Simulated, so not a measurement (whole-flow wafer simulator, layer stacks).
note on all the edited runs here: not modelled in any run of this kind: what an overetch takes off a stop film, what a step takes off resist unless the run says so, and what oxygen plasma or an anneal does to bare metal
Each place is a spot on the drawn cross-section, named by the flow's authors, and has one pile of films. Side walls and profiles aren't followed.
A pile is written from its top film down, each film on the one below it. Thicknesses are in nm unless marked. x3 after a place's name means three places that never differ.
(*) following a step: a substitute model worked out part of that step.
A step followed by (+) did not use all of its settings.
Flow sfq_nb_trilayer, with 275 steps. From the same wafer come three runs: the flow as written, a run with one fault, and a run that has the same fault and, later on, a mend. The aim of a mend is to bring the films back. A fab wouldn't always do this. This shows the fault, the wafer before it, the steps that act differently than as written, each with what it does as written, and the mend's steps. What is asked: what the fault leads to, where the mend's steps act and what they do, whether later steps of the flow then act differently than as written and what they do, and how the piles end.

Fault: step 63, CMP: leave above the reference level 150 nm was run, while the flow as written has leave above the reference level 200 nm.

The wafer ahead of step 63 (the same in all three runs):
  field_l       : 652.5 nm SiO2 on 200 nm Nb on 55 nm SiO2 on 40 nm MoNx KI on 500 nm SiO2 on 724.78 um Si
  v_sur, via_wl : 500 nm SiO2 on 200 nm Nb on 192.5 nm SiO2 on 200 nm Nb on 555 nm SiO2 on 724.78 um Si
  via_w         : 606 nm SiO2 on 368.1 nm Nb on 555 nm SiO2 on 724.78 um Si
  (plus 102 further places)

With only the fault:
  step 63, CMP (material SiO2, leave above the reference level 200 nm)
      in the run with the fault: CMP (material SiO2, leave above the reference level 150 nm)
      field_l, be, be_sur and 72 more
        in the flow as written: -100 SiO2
        in the run with the fault: -150 SiO2
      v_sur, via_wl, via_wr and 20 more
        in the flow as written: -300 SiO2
        in the run with the fault: -350 SiO2
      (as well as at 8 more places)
  Later steps of the flow acting differently than as written (4 other steps are not shown; they differ only slightly, by no more than 2% or 0.5 nm, whichever is larger):
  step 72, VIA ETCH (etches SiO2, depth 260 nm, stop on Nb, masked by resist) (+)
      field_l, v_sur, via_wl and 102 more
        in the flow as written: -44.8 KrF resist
        in the run with the fault: -38.8 KrF resist
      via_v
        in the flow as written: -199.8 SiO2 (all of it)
        in the run with the fault: -149.8 SiO2 (all of it)
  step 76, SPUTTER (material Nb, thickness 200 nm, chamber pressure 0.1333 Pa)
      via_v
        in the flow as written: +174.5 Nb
        in the run with the fault: +184.7 Nb
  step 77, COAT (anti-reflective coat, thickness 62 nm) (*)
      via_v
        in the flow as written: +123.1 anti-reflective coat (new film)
        in the run with the fault: +111.3 anti-reflective coat (new film)
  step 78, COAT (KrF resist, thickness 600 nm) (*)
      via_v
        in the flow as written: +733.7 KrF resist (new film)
        in the run with the fault: +693.2 KrF resist (new film)
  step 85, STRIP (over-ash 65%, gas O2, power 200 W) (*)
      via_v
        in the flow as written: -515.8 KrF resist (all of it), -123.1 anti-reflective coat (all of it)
        in the run with the fault: -475.4 KrF resist (all of it), -111.3 anti-reflective coat (all of it)
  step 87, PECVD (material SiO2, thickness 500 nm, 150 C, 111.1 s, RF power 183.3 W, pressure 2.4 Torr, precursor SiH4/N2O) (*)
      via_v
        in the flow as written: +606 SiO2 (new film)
        in the run with the fault: +521.3 SiO2 (new film)
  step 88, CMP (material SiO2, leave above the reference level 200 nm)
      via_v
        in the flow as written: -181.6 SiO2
        in the run with the fault: -157.1 SiO2
  By the end, the piles at v_sur, via_wl, via_w and 78 more depart from the flow's by more than 2% or 0.5 nm, whichever is larger.
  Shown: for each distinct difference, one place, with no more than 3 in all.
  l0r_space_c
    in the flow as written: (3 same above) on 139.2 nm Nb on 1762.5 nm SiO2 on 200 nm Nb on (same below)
    in the run with the fault: (3 same above) on 139.2 nm Nb on 1712.5 nm SiO2 on 200 nm Nb on (same below)
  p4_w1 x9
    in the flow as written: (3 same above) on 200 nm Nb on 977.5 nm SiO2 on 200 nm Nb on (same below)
    in the run with the fault: (3 same above) on 200 nm Nb on 927.5 nm SiO2 on 200 nm Nb on (same below)
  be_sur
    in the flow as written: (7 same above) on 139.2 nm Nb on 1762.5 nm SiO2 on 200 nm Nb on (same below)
    in the run with the fault: (7 same above) on 139.2 nm Nb on 1712.5 nm SiO2 on 200 nm Nb on (same below)

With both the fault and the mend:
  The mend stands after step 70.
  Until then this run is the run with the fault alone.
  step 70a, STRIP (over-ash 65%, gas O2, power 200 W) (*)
      field_l, v_sur, via_wl and 102 more
        -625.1 KrF resist (all of it), -62 anti-reflective coat (all of it)
      via_v
        -62 anti-reflective coat (all of it)
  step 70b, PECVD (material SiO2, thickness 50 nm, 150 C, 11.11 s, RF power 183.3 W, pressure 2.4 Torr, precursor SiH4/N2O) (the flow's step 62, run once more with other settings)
      field_l, v_sur, via_wl and 103 more
        +50 SiO2
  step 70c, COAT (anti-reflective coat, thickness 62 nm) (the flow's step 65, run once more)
      field_l, v_sur, via_wl and 103 more
        +62 anti-reflective coat (new film)
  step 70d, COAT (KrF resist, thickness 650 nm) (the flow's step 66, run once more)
      field_l, v_sur, via_wl and 103 more
        +650 KrF resist (new film)
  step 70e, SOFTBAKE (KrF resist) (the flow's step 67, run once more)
      alters no film at any place that is followed
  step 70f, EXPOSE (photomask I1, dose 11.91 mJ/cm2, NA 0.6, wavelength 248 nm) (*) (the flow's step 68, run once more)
      alters no film at any place that is followed
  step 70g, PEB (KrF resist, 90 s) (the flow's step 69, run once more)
      field_l, v_sur, via_wl and 103 more
        -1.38 KrF resist
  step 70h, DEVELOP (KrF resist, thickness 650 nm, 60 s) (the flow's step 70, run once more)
      field_l, v_sur, via_wl and 102 more
        -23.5 KrF resist
      via_v
        -648.6 KrF resist (all of it)
  Later steps of the flow that are run all act as written at every place that is followed, up to a difference of at most 2% or 0.5 nm, whichever is larger.
  The piles end only slightly different from the flow's at the places that both follow, by no more than 2% or 0.5 nm, whichever is larger.
